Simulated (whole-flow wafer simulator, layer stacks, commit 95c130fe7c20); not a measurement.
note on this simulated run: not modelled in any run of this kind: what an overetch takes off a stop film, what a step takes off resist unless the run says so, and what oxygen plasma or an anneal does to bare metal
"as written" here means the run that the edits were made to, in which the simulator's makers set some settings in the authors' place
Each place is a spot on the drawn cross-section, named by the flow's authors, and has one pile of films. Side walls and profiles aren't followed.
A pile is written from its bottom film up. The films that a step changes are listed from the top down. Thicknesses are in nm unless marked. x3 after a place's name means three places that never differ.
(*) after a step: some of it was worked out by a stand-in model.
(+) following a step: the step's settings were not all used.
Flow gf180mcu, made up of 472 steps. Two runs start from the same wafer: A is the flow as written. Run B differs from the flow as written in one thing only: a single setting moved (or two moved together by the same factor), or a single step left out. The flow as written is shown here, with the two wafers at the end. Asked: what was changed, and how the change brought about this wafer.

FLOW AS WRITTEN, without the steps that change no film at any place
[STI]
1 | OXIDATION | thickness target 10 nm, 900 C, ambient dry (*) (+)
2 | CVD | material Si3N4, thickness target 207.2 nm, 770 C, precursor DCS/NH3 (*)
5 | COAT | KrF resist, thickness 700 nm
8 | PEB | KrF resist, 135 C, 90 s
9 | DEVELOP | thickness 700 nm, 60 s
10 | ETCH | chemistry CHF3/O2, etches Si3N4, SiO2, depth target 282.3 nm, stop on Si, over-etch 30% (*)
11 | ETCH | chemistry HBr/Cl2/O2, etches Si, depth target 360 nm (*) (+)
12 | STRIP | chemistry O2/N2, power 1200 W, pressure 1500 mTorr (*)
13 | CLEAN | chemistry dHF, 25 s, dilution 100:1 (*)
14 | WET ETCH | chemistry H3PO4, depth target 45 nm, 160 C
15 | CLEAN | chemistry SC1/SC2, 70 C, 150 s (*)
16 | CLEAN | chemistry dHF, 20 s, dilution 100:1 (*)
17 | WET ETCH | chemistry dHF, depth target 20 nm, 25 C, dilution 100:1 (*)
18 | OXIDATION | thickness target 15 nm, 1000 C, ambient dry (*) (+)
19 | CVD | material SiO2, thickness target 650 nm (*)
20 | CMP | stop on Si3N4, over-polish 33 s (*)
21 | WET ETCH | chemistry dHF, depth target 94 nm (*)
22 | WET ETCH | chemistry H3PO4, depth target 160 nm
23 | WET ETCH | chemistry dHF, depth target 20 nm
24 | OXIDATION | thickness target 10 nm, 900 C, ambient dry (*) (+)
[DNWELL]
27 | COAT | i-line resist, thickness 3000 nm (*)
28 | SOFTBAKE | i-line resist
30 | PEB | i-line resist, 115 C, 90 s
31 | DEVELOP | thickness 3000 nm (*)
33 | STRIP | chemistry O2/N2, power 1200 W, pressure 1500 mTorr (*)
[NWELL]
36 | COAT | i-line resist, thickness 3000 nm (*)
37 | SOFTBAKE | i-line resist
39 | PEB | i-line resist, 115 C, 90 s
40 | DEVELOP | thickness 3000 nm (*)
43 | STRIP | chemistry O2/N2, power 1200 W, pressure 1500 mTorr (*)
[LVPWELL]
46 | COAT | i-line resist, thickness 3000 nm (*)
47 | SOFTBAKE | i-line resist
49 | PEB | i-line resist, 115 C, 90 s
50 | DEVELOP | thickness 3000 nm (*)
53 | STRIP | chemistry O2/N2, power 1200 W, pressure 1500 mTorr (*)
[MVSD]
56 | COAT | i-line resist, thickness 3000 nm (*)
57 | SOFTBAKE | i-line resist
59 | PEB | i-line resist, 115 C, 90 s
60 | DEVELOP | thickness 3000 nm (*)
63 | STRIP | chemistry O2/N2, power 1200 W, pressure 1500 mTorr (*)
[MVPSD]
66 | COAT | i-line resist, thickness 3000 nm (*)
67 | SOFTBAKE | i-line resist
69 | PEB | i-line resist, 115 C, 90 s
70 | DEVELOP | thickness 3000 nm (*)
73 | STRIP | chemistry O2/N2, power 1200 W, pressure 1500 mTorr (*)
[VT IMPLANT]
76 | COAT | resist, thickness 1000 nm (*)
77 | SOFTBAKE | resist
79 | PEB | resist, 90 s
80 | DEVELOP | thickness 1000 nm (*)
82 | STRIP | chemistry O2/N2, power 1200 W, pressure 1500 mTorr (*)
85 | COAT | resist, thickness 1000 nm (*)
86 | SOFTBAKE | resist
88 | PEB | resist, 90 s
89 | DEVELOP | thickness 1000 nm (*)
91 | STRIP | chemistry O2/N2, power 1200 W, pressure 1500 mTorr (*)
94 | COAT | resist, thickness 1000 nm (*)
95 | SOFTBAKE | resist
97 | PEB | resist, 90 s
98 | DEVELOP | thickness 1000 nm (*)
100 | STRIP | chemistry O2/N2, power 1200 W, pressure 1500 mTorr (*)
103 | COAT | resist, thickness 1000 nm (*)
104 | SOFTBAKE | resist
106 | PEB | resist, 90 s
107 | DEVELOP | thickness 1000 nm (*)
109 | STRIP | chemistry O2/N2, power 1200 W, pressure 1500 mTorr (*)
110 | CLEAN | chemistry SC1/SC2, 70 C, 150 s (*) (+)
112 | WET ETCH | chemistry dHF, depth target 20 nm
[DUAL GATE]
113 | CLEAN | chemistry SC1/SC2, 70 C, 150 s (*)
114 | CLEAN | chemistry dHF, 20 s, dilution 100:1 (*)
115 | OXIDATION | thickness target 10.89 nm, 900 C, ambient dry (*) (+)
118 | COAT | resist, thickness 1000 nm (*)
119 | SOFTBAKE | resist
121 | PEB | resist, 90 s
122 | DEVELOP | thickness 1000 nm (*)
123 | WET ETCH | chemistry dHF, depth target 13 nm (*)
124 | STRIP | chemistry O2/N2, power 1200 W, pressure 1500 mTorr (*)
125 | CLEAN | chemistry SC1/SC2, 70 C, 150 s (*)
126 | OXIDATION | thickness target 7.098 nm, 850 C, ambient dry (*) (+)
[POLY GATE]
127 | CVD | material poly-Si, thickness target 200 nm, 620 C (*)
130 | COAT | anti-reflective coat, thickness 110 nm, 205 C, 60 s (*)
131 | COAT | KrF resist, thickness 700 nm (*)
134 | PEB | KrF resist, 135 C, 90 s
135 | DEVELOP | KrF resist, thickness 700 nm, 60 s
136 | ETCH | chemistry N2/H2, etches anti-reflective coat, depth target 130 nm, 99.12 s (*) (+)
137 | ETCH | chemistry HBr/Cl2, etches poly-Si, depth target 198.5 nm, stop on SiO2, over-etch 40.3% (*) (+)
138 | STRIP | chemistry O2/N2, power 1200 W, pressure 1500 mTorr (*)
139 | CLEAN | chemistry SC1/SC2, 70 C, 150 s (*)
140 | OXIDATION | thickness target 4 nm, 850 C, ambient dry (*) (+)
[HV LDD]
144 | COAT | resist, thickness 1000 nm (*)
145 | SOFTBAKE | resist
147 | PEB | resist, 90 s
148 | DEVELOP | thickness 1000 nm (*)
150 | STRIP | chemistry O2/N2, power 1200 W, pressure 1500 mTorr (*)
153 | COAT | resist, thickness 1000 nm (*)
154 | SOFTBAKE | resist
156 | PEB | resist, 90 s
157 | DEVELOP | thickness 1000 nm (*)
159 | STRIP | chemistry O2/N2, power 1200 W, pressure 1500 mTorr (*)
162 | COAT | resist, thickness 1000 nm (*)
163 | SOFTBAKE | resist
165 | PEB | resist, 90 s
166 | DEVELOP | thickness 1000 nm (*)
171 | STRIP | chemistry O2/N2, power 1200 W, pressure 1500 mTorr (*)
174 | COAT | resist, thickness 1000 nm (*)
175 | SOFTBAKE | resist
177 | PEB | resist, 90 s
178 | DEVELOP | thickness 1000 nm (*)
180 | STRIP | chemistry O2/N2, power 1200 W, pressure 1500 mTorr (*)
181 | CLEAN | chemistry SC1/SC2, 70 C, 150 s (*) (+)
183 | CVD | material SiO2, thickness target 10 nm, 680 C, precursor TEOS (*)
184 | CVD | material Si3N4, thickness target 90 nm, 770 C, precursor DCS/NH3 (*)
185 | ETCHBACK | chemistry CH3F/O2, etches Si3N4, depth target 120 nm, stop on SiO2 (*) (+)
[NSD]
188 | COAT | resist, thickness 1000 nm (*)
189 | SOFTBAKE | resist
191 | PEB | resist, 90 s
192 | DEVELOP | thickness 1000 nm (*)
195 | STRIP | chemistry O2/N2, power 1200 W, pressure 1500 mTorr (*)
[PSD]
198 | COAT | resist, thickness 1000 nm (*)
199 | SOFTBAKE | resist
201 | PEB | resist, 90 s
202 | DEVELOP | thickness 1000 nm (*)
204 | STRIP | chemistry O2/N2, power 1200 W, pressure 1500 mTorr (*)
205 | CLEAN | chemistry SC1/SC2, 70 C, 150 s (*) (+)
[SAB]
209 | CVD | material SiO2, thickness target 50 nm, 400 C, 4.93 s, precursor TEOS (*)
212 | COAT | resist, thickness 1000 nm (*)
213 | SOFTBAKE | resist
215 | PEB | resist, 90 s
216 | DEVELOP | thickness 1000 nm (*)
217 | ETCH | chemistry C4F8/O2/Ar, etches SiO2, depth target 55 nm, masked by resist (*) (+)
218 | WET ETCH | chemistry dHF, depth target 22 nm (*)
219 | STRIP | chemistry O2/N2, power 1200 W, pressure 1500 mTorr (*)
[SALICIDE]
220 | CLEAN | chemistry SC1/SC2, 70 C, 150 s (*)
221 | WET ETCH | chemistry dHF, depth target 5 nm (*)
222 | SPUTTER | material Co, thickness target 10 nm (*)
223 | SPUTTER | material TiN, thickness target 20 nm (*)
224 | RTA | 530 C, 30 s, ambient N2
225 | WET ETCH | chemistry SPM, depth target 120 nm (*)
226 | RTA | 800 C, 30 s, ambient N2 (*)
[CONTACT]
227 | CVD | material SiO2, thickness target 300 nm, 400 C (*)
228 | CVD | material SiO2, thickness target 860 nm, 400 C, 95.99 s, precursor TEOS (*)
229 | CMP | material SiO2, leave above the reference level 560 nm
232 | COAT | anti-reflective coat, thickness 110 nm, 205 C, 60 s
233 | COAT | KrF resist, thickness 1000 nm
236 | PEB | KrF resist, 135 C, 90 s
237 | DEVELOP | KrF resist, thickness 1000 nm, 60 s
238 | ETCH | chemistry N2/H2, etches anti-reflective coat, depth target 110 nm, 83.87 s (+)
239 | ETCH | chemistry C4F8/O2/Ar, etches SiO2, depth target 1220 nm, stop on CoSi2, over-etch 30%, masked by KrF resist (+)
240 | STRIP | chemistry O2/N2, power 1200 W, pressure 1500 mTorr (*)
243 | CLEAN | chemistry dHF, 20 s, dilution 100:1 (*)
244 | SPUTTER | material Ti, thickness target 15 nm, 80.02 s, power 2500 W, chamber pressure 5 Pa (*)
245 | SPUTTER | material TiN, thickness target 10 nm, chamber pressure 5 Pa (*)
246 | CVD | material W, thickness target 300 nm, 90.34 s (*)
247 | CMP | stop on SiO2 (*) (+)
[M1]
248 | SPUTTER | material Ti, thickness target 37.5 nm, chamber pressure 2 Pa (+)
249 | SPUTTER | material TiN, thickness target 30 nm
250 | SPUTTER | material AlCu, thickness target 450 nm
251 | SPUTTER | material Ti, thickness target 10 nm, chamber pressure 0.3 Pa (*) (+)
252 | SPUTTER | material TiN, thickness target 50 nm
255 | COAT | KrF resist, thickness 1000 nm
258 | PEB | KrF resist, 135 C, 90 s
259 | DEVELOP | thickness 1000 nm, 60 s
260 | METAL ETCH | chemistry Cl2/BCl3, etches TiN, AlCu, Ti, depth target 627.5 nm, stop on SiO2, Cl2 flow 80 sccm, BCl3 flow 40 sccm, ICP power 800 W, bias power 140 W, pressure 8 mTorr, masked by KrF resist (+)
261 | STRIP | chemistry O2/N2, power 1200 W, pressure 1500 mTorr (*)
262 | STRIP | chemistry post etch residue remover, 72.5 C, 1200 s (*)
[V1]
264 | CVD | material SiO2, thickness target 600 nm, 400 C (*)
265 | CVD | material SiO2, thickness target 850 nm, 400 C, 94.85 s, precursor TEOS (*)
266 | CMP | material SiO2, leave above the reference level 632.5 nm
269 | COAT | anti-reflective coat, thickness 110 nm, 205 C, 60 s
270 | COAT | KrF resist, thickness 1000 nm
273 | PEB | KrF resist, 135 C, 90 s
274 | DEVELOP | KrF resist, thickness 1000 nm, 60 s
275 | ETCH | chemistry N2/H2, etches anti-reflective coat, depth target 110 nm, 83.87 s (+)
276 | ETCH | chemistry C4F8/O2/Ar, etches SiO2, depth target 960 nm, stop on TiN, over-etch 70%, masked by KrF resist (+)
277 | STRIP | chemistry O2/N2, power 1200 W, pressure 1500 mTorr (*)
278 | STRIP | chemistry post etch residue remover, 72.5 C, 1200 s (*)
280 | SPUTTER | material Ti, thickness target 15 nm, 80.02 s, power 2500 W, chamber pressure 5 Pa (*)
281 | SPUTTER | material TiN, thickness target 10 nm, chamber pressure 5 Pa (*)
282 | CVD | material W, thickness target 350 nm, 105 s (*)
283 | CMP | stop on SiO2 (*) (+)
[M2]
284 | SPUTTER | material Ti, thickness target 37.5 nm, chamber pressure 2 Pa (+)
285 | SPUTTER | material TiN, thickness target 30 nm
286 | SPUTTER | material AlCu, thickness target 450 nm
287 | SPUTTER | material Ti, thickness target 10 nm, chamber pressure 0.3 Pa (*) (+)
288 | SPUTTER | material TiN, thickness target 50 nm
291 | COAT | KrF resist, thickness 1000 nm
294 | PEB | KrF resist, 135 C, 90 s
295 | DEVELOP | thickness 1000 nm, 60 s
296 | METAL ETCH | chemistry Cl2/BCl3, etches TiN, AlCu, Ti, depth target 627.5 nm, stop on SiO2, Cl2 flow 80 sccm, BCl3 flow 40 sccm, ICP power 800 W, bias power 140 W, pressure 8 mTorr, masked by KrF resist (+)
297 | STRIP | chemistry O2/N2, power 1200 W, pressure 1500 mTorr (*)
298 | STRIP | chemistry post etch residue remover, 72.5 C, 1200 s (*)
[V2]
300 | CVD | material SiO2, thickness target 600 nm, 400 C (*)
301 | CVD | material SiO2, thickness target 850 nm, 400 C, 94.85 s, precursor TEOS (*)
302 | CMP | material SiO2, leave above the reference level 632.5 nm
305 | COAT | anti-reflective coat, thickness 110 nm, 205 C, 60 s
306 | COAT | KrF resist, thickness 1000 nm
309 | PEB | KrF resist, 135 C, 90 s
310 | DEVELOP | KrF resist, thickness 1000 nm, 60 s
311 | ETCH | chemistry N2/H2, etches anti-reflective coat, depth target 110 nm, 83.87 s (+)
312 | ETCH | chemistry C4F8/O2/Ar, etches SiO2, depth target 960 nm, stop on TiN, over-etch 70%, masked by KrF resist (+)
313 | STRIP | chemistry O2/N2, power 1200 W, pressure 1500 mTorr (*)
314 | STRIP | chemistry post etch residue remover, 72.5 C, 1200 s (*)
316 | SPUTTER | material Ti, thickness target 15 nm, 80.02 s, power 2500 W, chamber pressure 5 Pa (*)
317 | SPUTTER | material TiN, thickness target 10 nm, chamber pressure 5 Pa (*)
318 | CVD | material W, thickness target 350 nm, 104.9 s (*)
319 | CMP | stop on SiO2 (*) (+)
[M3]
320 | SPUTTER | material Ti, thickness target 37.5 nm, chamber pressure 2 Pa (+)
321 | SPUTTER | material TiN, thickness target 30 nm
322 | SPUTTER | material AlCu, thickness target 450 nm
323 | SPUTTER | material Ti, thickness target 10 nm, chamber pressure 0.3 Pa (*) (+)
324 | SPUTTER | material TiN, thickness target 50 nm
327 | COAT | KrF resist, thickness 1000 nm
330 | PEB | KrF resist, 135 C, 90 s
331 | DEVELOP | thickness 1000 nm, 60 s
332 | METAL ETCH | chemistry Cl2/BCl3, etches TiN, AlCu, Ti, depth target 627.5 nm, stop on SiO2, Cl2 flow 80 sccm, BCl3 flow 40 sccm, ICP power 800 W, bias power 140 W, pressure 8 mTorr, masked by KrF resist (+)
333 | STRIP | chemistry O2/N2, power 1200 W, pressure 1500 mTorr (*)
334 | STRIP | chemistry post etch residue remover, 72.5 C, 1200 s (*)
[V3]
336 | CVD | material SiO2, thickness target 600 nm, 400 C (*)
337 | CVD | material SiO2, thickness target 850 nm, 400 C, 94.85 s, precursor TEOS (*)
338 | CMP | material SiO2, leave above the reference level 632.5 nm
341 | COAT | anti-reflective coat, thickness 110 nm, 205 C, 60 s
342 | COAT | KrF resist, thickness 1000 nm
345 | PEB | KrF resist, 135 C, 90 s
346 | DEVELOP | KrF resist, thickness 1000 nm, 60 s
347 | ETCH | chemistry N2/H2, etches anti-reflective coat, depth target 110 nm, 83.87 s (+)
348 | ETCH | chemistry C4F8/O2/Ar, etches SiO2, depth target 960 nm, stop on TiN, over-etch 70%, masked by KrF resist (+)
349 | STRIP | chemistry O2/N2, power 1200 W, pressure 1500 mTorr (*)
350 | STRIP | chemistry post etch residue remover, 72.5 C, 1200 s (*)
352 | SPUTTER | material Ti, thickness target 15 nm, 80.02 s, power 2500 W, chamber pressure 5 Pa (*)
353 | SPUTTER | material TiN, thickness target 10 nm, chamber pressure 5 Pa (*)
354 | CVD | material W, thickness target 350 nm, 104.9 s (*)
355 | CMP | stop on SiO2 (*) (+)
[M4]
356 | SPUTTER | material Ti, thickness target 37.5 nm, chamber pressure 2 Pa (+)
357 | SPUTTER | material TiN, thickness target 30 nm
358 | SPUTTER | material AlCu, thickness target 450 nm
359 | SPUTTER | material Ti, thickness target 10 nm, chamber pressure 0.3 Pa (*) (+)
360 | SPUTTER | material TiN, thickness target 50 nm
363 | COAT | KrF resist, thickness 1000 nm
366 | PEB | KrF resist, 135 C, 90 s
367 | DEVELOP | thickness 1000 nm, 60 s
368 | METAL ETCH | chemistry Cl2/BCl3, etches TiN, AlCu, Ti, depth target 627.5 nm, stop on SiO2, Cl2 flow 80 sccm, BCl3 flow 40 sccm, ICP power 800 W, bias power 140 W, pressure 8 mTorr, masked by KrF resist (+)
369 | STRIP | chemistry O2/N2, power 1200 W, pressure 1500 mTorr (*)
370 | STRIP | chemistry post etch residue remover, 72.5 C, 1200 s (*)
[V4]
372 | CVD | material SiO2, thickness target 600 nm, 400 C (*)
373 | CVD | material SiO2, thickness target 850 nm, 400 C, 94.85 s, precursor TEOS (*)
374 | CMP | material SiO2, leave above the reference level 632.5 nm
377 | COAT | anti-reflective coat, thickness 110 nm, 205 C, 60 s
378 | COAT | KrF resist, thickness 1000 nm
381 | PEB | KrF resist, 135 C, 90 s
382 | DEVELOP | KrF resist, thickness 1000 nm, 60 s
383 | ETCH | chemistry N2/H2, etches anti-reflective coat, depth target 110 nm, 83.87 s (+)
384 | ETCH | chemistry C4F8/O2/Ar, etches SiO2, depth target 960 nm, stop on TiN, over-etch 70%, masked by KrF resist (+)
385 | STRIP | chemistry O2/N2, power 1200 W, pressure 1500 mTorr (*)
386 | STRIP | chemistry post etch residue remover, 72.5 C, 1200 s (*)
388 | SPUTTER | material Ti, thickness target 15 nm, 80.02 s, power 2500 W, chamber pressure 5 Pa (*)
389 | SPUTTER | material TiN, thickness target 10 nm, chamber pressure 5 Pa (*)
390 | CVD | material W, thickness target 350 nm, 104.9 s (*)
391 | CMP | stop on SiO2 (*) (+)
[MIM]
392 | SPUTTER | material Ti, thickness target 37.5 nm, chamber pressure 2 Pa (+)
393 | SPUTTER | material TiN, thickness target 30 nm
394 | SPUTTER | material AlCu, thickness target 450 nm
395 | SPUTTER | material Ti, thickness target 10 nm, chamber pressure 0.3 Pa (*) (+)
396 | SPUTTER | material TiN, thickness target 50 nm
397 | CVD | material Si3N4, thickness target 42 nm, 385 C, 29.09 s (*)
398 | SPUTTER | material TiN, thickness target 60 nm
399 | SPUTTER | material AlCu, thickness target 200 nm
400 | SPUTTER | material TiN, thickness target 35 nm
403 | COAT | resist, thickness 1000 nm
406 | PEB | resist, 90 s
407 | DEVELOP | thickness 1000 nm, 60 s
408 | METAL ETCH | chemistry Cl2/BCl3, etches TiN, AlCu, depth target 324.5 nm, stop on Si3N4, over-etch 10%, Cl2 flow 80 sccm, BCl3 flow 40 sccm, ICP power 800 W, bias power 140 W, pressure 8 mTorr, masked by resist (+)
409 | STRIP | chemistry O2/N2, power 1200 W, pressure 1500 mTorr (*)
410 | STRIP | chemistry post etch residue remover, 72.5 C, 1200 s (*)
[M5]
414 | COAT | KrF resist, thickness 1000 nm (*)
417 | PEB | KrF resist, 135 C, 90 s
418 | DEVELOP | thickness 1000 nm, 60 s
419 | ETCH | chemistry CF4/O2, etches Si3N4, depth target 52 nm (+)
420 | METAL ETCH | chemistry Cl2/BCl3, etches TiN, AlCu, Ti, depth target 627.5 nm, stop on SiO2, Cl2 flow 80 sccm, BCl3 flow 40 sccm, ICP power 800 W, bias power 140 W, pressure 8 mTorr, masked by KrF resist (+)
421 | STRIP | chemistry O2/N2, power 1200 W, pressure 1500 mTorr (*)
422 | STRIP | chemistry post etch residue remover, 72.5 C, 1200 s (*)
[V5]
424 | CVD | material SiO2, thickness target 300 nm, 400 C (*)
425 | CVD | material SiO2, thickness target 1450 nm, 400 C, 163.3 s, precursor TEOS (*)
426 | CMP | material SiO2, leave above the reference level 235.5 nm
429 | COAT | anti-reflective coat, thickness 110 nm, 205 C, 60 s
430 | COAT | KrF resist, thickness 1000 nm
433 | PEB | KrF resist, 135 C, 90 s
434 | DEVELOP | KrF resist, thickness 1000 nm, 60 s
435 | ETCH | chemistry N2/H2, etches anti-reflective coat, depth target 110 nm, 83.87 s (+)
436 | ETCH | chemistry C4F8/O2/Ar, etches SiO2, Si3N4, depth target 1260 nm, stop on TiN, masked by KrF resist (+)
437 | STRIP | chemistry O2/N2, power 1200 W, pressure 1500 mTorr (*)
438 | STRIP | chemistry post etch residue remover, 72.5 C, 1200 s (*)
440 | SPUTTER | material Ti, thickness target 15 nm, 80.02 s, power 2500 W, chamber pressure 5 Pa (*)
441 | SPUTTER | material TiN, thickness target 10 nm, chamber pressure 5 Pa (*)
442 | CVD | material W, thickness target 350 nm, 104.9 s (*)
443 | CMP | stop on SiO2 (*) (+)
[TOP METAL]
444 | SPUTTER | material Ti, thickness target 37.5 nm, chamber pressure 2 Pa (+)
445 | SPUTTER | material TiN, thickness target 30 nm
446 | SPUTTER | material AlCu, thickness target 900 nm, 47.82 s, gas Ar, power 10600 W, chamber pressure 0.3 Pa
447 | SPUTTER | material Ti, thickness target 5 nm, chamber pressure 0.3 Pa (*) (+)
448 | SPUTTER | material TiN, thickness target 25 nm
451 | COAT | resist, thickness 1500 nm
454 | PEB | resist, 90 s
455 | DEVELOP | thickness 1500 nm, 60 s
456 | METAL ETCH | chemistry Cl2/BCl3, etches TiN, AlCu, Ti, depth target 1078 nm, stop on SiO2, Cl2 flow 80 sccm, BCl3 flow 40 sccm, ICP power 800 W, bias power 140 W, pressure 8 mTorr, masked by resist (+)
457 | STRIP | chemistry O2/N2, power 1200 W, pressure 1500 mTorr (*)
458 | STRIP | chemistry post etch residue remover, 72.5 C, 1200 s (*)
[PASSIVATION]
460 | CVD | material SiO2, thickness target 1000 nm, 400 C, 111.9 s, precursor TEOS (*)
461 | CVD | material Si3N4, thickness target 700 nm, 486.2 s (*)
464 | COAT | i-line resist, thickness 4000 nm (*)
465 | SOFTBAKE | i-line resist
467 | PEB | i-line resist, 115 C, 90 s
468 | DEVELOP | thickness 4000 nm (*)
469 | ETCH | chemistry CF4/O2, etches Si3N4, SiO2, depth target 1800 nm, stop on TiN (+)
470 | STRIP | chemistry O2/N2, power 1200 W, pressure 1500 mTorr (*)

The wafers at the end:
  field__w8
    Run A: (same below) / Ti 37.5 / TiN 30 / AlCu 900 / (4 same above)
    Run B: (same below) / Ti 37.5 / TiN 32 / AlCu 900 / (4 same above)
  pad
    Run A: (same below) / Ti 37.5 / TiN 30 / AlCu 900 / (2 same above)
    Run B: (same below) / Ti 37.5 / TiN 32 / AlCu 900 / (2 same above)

What caused this: step 445, SPUTTER: thickness target 31.98 nm was run, while the flow as written has thickness target 30 nm.
One can read it off the wafer: field__w8 has TiN 32, and step 445 as written asks for 30 nm.

How this came from the change, step by step:
  445 | SPUTTER | material TiN, thickness target 30 nm
      field, field__w1, field__w2 and 109 more: A +30 TiN (new film) | B +32 TiN (new film)
  456 | METAL ETCH | chemistry Cl2/BCl3, etches TiN, AlCu, Ti, depth target 1078 nm, stop on SiO2, Cl2 flow 80 sccm, BCl3 flow 40 sccm, ICP power 800 W, bias power 140 W, pressure 8 mTorr, masked by resist (+)
      field, field__w1, field__w2 and 103 more: A -25 TiN (all of it), -5 Ti (all of it), -900 AlCu (all of it), -30 TiN (all of it), -37.5 Ti (all of it) | B -25 TiN (all of it), -5 Ti (all of it), -900 AlCu (all of it), -32 TiN (all of it), -37.5 Ti (all of it)
